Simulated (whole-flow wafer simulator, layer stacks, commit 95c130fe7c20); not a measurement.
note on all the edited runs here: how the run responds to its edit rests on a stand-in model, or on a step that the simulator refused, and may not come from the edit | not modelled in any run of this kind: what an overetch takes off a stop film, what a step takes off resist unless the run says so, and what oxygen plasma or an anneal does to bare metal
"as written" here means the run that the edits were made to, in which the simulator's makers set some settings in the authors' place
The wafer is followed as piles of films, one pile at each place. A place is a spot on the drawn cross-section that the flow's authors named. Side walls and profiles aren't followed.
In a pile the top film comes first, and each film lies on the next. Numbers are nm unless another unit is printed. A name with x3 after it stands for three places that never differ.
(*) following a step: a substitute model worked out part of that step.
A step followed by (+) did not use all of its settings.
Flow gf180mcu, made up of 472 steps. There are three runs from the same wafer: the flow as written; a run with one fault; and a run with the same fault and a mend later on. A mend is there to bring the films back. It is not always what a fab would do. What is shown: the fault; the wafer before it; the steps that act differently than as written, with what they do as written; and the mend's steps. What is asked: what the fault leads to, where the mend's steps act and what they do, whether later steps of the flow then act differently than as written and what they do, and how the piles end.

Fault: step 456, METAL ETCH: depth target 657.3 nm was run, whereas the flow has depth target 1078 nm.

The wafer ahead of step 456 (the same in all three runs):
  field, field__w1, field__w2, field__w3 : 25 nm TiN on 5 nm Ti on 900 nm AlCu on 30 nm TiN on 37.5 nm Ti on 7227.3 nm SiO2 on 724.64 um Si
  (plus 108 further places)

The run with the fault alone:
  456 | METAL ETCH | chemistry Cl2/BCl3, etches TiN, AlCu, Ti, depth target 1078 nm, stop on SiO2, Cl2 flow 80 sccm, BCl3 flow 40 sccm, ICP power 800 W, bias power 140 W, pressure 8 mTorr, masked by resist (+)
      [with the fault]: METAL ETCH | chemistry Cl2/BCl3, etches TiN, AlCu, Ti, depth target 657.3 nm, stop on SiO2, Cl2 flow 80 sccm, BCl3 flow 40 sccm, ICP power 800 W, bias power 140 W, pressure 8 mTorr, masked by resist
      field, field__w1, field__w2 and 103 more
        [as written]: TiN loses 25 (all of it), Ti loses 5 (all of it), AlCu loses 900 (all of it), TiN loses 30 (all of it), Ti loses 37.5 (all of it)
        [with the fault]: TiN loses 25 (all of it), Ti loses 5 (all of it), AlCu loses 627.3
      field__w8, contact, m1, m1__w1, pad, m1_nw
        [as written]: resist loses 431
        [with the fault]: resist loses 262.9
  Later steps of the flow acting differently than as written:
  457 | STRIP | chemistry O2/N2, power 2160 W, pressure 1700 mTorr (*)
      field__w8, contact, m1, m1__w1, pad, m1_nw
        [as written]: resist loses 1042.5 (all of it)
        [with the fault]: resist loses 1210.5 (all of it)
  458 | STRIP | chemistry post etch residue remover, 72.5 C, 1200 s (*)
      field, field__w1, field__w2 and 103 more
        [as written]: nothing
        [with the fault]: AlCu loses 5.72
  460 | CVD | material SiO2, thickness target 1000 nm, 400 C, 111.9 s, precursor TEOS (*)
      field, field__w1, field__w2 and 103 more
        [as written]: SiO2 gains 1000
        [with the fault]: SiO2 gains 1000 (new film)
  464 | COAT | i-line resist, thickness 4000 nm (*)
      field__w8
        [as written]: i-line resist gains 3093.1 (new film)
        [with the fault]: i-line resist gains 3391.1 (new film)
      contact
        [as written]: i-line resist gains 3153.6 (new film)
        [with the fault]: i-line resist gains 3425.1 (new film)
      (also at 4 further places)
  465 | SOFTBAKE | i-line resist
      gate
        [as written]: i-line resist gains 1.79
        [with the fault]: i-line resist loses 0.58
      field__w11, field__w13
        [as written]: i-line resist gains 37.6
        [with the fault]: i-line resist gains 21.9
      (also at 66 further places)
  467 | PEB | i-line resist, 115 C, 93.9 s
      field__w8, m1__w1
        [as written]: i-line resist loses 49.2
        [with the fault]: i-line resist loses 55.3
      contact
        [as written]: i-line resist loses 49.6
        [with the fault]: i-line resist loses 55.5
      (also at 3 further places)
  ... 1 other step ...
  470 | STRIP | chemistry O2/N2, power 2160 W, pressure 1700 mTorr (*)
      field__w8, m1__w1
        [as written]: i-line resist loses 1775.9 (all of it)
        [with the fault]: i-line resist loses 2096.6 (all of it)
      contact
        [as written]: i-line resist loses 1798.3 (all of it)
        [with the fault]: i-line resist loses 2109.4 (all of it)
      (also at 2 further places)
  By the end, the piles at field, field__w1, field__w2 and 103 more depart from the flow's by more than 2% or 0.5 nm, whichever is larger.
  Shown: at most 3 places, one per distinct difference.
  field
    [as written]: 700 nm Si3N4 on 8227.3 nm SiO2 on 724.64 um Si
    [with the fault]: 700 nm Si3N4 on 1000 nm SiO2 on 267 nm AlCu on 30 nm TiN on 37.5 nm Ti on 7227.3 nm SiO2 on 724.64 um Si
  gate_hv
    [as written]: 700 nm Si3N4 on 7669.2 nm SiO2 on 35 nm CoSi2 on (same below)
    [with the fault]: 700 nm Si3N4 on 1000 nm SiO2 on 267 nm AlCu on 30 nm TiN on 37.5 nm Ti on 6669.2 nm SiO2 on 35 nm CoSi2 on (same below)
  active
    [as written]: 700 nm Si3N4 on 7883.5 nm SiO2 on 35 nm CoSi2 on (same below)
    [with the fault]: 700 nm Si3N4 on 1000 nm SiO2 on 267 nm AlCu on 30 nm TiN on 37.5 nm Ti on 6883.5 nm SiO2 on 35 nm CoSi2 on (same below)

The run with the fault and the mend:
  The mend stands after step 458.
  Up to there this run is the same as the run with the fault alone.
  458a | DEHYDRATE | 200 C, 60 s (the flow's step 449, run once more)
      leaves every film unchanged at each place that is followed
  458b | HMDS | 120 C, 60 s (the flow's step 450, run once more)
      leaves every film unchanged at each place that is followed
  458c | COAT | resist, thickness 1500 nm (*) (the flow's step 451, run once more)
      iso_ptap_pw, iso_ntap_nw, iso_nw_fld and 33 more
        resist gains 1500 (new film)
      field_sub, field_sub__w1, field_sub__w2 and 10 more
        resist gains 1508.5 (new film)
      p_well, sti, spacer, sd_n, mim_1p0, dice_street
        resist gains 1503.2 (new film)
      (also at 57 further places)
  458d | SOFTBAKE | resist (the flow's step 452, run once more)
      field__w5, field__w9
        resist loses 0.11
      active_nat, pplus_u
        resist loses 0.4
      ld_sd_n, ld_acc_n
        resist loses 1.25
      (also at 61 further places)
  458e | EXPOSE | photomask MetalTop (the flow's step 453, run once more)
      leaves every film unchanged at each place that is followed
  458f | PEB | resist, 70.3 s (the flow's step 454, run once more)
      field__w2, field__w3, field__w5 and 43 more
        resist loses 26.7
      iso_ptap_pw, iso_ntap_nw, iso_nw_fld and 33 more
        resist loses 26.5
      p_well, sti, spacer, sd_n, mim_1p0, dice_street
        resist loses 26.6
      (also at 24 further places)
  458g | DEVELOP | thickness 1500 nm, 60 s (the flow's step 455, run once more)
      iso_ptap_pw, iso_ntap_nw, iso_nw_fld and 33 more
        resist loses 1473.5 (all of it)
      field__w5, field__w9, field__w11, field__w13, nplus_u, ppoly_u
        resist loses 1482.2 (all of it)
      p_well, sti, spacer, sd_n, mim_1p0, dice_street
        resist loses 1476.6 (all of it)
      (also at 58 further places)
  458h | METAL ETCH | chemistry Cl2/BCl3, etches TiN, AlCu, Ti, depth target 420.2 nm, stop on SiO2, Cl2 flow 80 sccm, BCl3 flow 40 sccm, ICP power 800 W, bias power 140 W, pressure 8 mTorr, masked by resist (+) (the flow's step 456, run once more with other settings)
      field, field__w1, field__w2 and 103 more
        AlCu loses 267 (all of it), TiN loses 30 (all of it), Ti loses 37.5 (all of it)
      field__w8, contact, m1, m1__w1, pad, m1_nw
        resist loses 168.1
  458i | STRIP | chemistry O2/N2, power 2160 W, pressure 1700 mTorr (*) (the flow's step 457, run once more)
      field__w8
        resist loses 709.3 (all of it)
      contact
        resist loses 707.6 (all of it)
      m1
        resist loses 707.8 (all of it)
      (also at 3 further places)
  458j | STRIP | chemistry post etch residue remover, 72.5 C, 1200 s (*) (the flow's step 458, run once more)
      field__w8, contact, m1, m1__w1, pad, m1_nw
        TiN loses 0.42
  Every later step of the flow that is run acts as written, at every place that is followed, to within 2% or 0.5 nm, whichever is larger.
  The piles end only slightly different from the flow's at the places that both follow, by no more than 2% or 0.5 nm, whichever is larger.
